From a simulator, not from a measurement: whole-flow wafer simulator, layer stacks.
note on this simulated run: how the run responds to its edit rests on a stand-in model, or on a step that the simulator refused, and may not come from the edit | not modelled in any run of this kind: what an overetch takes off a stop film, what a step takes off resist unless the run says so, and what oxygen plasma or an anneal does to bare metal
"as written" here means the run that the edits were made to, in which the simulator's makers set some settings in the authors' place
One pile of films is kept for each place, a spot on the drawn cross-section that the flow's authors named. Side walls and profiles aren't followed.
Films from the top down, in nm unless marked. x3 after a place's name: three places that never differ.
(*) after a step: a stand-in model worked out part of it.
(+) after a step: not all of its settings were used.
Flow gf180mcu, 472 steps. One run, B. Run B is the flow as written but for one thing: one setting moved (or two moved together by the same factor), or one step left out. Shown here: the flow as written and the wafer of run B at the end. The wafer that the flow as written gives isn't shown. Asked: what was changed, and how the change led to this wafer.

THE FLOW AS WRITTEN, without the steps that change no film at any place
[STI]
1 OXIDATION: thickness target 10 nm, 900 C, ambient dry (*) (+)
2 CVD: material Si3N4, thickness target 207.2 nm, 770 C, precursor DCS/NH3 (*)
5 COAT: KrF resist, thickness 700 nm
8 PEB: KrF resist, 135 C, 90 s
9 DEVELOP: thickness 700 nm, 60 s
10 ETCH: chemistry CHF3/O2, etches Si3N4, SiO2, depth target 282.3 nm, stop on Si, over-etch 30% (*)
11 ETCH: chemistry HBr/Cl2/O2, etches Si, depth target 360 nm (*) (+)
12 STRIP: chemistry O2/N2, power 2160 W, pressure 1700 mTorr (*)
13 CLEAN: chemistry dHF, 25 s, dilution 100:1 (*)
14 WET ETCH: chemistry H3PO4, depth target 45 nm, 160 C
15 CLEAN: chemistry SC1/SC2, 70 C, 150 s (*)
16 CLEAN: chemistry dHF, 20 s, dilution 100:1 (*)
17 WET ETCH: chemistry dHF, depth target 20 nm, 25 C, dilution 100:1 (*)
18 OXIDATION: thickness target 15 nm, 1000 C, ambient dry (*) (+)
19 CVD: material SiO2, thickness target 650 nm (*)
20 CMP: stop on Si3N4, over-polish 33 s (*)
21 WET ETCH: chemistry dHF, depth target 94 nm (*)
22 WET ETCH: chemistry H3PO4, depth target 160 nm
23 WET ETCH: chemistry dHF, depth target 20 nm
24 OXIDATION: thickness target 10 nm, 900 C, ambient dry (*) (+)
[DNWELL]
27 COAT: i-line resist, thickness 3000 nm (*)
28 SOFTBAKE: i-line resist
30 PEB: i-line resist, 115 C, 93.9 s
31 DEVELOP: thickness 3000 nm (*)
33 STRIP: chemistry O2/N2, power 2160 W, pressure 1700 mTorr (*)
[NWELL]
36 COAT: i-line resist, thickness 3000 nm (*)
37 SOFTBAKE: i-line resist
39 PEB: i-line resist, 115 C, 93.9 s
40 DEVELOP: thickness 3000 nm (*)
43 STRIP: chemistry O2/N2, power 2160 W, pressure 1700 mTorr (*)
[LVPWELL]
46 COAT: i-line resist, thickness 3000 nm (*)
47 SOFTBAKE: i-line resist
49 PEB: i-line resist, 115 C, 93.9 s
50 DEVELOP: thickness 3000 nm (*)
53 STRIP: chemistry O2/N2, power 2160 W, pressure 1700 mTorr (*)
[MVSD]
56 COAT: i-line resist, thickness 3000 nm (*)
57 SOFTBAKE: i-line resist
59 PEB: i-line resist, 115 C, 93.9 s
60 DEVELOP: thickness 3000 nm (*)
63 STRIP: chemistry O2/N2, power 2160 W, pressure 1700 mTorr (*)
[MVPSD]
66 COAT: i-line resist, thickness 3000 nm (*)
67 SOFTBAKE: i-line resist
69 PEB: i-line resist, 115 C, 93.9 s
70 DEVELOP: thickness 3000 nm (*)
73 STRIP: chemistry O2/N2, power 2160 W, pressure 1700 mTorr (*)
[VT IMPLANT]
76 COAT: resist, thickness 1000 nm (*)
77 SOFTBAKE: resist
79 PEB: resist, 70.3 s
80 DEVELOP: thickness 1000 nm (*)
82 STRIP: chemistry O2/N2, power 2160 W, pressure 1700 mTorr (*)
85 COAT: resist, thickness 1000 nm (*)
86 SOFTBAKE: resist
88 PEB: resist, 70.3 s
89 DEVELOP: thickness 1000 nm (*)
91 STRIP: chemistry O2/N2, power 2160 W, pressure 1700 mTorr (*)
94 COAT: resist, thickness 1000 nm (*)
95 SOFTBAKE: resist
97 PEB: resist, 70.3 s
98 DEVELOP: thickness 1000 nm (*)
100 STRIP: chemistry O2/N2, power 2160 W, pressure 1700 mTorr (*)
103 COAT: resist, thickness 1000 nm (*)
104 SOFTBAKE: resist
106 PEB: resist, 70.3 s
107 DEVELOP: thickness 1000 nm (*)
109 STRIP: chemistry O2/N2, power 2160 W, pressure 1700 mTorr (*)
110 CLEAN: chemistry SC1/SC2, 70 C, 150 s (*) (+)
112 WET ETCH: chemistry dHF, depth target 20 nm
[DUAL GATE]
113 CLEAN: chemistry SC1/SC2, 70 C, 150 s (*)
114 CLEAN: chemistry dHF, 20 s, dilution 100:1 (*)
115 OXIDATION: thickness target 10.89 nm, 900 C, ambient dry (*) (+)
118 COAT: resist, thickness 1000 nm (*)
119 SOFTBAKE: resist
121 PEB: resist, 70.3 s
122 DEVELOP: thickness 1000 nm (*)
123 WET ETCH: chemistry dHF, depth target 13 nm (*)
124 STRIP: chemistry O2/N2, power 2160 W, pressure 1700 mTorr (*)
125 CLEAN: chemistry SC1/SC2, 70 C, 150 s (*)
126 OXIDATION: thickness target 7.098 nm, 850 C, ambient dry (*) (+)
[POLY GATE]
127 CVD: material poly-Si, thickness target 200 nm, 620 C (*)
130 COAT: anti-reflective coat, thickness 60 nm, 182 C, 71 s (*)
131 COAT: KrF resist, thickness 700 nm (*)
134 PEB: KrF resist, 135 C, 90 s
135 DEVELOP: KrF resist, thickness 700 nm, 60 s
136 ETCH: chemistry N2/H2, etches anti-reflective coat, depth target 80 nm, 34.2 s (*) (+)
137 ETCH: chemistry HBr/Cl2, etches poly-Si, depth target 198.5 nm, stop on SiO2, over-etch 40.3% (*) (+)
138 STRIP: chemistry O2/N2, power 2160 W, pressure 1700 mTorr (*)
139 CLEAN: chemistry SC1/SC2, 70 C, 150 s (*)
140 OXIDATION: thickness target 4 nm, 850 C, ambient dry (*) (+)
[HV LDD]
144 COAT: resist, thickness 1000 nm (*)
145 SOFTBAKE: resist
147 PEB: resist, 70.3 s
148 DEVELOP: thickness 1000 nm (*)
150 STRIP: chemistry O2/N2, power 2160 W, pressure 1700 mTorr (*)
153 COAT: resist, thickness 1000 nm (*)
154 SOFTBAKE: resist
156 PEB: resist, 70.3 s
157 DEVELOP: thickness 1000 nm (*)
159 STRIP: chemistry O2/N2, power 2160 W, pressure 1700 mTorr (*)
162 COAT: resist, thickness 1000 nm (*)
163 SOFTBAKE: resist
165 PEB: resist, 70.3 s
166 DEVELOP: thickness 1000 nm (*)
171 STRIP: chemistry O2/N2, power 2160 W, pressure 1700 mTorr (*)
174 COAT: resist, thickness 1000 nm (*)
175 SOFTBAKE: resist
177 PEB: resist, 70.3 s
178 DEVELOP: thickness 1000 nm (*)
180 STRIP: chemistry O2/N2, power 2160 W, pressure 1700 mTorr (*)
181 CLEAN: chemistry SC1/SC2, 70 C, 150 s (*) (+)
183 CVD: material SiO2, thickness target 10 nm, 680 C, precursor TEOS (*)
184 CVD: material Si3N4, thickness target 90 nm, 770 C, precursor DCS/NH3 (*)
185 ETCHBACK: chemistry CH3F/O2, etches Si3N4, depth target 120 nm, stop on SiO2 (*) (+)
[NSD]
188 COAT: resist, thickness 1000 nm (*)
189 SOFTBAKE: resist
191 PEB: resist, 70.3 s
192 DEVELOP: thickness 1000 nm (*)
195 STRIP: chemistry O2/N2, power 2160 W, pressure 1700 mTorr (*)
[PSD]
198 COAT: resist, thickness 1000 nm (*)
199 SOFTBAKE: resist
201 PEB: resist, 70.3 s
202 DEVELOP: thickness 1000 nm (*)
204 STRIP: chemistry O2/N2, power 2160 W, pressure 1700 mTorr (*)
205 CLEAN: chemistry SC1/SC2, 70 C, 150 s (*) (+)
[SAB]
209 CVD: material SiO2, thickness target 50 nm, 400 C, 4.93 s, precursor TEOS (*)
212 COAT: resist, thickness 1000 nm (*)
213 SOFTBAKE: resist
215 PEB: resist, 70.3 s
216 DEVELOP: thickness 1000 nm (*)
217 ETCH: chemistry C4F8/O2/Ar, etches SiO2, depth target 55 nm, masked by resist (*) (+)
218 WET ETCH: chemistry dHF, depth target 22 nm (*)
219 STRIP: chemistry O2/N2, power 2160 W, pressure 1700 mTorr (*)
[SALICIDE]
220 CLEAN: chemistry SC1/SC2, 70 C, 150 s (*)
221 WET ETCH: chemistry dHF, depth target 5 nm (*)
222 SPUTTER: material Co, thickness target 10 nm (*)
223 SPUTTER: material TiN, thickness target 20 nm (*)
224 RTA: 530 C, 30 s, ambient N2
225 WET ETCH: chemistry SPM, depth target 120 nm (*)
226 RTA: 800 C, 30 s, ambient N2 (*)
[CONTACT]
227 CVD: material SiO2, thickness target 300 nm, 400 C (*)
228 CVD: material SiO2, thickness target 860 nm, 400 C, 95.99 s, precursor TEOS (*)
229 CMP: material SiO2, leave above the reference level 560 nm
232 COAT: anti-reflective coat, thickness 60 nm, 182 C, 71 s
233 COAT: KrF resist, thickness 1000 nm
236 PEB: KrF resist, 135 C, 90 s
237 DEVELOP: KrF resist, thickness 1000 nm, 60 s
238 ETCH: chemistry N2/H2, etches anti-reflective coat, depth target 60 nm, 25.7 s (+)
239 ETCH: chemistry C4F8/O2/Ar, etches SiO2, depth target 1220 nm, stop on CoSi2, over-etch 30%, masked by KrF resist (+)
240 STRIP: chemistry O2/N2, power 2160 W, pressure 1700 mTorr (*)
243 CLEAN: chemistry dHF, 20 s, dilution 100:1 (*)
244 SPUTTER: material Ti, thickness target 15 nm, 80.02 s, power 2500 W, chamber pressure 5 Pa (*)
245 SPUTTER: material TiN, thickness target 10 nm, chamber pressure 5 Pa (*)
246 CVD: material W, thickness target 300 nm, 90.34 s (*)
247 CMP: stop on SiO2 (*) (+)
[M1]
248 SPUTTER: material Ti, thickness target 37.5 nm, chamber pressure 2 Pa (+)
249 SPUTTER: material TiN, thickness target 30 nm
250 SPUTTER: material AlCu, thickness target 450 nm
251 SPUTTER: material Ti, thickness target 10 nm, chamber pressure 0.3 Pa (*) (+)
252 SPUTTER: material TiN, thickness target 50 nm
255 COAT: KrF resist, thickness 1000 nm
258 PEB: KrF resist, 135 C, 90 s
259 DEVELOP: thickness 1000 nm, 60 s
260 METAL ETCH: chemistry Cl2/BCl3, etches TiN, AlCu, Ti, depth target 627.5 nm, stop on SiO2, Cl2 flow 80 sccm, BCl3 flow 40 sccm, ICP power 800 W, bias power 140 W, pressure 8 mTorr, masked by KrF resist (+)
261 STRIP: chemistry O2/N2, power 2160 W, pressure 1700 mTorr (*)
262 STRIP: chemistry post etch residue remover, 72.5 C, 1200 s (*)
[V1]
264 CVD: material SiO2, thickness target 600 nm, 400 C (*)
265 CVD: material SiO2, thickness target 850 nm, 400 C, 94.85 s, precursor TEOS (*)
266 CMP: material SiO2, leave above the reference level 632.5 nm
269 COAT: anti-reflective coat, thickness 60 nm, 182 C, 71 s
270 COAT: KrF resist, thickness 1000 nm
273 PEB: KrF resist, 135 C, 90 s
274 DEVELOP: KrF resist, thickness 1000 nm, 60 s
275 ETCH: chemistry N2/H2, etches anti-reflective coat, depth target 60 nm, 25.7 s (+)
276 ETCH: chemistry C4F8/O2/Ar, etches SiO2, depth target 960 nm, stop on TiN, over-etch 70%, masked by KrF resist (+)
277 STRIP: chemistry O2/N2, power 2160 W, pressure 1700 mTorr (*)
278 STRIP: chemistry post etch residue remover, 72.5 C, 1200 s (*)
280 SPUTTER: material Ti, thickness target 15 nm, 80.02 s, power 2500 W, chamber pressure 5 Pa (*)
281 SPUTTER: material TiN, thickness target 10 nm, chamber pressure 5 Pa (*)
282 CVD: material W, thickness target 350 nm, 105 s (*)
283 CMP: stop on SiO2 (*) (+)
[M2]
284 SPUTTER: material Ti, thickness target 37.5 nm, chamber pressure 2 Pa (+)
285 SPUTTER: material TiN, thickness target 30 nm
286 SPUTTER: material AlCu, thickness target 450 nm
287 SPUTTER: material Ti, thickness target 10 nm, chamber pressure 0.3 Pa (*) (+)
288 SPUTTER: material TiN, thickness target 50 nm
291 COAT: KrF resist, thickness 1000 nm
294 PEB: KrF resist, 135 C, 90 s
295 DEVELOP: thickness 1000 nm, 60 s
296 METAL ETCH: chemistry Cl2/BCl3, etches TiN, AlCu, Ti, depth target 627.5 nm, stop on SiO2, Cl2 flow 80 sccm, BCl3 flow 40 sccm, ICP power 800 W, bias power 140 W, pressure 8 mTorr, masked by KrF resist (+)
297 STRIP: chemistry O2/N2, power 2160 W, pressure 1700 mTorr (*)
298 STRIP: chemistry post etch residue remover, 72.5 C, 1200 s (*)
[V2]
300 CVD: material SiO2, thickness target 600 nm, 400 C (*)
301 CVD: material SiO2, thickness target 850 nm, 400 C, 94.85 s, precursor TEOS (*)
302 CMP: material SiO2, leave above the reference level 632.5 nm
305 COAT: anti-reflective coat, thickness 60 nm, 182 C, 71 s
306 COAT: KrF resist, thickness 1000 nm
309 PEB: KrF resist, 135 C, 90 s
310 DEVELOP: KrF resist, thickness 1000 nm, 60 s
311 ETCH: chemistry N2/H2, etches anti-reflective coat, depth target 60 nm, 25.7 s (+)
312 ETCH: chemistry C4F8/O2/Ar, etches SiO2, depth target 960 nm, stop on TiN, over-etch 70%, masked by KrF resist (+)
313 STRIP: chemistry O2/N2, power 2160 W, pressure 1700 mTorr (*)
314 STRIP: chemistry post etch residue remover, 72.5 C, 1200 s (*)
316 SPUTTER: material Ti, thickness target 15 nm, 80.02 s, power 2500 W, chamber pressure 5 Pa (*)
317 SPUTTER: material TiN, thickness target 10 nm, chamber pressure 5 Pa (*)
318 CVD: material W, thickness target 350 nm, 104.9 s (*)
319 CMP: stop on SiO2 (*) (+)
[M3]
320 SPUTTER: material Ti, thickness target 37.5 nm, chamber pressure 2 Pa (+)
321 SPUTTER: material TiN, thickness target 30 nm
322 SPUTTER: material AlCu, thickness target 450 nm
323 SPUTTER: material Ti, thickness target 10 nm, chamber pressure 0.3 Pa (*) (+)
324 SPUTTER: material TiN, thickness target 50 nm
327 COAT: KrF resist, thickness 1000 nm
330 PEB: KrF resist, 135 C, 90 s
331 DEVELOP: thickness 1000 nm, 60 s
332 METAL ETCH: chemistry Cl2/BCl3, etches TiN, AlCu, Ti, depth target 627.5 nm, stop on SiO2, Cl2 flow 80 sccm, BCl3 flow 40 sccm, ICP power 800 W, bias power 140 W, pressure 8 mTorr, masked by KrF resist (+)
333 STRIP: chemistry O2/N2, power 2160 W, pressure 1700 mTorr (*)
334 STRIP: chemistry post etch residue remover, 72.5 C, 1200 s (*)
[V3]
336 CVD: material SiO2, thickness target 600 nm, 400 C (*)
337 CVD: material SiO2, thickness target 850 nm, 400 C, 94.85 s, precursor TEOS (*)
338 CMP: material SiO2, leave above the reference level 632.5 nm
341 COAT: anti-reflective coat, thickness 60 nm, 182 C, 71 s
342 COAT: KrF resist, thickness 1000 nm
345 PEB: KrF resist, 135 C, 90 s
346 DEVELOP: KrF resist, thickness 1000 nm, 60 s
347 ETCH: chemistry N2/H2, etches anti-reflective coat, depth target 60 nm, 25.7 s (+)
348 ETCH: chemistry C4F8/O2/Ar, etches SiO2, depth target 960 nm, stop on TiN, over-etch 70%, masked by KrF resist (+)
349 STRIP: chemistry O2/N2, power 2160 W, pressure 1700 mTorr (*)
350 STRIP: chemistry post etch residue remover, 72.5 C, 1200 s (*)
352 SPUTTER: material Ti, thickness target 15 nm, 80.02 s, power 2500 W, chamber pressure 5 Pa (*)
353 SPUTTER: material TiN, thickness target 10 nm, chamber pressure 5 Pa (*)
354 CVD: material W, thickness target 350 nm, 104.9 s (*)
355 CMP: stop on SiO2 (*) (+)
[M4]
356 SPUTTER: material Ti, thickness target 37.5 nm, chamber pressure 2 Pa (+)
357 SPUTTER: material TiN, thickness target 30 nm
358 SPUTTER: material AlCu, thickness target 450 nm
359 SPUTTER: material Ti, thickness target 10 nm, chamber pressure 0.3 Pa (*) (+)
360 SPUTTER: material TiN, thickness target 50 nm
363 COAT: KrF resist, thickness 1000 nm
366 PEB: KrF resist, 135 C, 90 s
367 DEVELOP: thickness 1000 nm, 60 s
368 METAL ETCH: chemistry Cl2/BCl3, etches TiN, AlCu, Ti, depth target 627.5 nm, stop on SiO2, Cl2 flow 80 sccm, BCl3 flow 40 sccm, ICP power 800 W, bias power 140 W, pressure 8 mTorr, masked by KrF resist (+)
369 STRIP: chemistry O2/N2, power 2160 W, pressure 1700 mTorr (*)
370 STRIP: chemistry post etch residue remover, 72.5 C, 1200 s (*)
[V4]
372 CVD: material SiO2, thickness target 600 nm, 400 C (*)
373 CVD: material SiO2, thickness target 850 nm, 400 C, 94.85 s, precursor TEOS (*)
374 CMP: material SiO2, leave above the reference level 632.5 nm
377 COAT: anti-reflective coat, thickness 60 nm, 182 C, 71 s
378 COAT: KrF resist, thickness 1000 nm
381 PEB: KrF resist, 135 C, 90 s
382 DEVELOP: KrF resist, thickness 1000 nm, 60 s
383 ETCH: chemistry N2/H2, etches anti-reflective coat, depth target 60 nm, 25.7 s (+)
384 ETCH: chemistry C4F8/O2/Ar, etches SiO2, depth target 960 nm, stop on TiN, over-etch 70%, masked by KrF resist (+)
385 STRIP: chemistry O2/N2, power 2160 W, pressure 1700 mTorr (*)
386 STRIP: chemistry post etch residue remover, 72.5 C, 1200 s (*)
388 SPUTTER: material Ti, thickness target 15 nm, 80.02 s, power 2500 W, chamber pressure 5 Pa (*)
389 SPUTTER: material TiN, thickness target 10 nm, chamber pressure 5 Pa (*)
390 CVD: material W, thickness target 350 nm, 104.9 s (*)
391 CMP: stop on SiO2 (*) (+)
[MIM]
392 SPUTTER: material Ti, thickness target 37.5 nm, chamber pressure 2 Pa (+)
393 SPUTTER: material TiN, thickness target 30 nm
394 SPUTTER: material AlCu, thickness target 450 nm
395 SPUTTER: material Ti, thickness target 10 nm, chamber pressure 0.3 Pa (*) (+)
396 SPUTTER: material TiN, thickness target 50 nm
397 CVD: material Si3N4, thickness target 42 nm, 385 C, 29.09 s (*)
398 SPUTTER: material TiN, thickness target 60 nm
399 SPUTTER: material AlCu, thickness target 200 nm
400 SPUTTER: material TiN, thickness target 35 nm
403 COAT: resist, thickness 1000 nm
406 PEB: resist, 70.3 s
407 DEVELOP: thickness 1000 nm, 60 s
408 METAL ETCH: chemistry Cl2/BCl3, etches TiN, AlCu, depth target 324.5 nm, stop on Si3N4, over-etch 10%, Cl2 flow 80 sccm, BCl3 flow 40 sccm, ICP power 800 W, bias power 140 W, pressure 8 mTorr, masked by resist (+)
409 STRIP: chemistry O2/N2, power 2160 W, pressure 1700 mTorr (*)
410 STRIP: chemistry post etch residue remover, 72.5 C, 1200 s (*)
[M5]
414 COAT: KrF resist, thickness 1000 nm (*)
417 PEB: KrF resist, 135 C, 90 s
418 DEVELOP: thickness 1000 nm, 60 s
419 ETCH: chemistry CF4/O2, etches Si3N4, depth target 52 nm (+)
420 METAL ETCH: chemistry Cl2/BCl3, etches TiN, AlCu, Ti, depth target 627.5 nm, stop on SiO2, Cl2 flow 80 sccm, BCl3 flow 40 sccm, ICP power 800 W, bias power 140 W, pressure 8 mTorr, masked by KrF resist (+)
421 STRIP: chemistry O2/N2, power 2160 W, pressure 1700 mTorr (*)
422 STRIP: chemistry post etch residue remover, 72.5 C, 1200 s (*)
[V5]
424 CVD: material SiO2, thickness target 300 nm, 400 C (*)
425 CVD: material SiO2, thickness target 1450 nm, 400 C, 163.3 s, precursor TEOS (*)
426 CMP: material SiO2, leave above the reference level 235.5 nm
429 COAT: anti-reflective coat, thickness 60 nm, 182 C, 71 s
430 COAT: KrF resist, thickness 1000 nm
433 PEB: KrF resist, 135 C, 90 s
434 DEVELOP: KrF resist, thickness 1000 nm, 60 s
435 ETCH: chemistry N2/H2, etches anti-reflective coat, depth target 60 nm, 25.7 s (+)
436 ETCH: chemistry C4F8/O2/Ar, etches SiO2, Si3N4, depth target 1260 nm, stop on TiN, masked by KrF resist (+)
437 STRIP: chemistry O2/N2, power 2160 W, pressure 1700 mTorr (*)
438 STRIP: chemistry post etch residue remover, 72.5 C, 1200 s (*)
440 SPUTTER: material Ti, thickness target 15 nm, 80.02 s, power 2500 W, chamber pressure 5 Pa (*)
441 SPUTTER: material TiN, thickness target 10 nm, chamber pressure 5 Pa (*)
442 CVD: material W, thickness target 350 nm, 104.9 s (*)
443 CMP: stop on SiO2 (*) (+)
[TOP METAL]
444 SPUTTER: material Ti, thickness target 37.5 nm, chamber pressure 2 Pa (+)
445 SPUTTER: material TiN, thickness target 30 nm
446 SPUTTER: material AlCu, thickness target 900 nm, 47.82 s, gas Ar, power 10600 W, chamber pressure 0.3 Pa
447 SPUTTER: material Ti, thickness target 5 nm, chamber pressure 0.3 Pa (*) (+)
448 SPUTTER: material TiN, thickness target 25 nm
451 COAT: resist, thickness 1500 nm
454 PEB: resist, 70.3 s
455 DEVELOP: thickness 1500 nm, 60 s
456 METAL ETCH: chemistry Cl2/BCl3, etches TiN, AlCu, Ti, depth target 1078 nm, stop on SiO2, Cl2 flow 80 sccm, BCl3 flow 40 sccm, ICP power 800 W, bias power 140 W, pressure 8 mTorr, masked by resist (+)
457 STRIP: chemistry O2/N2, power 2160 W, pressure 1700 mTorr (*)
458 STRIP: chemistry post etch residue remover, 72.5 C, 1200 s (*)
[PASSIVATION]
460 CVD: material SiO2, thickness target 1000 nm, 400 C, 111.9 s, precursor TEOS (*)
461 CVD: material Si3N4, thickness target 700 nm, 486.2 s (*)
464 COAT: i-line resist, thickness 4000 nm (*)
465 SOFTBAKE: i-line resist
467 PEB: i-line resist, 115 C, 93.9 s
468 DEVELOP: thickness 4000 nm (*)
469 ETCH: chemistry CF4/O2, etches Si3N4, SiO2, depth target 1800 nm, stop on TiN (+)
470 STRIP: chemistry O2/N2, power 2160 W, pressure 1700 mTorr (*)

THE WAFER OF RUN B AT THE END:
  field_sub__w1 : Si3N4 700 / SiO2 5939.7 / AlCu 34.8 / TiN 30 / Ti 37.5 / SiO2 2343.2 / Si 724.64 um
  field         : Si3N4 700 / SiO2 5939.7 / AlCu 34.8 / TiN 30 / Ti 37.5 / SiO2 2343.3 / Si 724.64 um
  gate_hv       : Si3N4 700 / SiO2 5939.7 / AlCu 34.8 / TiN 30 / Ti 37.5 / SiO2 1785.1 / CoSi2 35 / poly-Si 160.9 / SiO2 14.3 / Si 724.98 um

The cause: step 286, SPUTTER: thickness target 608 nm was run, where the flow has thickness target 450 nm.

How the change led to this, step by step:
  286 SPUTTER: material AlCu, thickness target 450 nm
      field, field__w1, field__w2 and 108 more: AlCu +608 (new film) (as written it would be: AlCu +450 (new film))
  296 METAL ETCH: chemistry Cl2/BCl3, etches TiN, AlCu, Ti, depth target 627.5 nm, stop on SiO2, Cl2 flow 80 sccm, BCl3 flow 40 sccm, ICP power 800 W, bias power 140 W, pressure 8 mTorr, masked by KrF resist (+)
      field, field__w1, field__w2 and 103 more: TiN -50 (all of it), Ti -10 (all of it), AlCu -567.5 (as written it would be: TiN -50 (all of it), Ti -10 (all of it), AlCu -450 (all of it), TiN -30 (all of it), Ti -37.5 (all of it))
  298 STRIP: chemistry post etch residue remover, 72.5 C, 1200 s (*)
      field, field__w1, field__w2 and 103 more: AlCu -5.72 (as written it would be: nothing)
  300 CVD: material SiO2, thickness target 600 nm, 400 C (*)
      field, field__w1, field__w2 and 103 more: SiO2 +600 (new film) (as written it would be: SiO2 +600)
  302 CMP: material SiO2, leave above the reference level 632.5 nm
      field, field__w1, field__w2 and 103 more: SiO2 -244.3 (as written it would be: SiO2 -300)
Counting metal films that touch as one body, field_sub__w1 has 1 body; the flow as written gives 0 bodies.
Counting metal films that touch as one body, field has 1 body; the flow as written gives 0 bodies.
Counting metal films that touch as one body, gate_hv has 2 bodies (between them, from the top down: SiO2 1785.1); the flow as written gives 1 body.
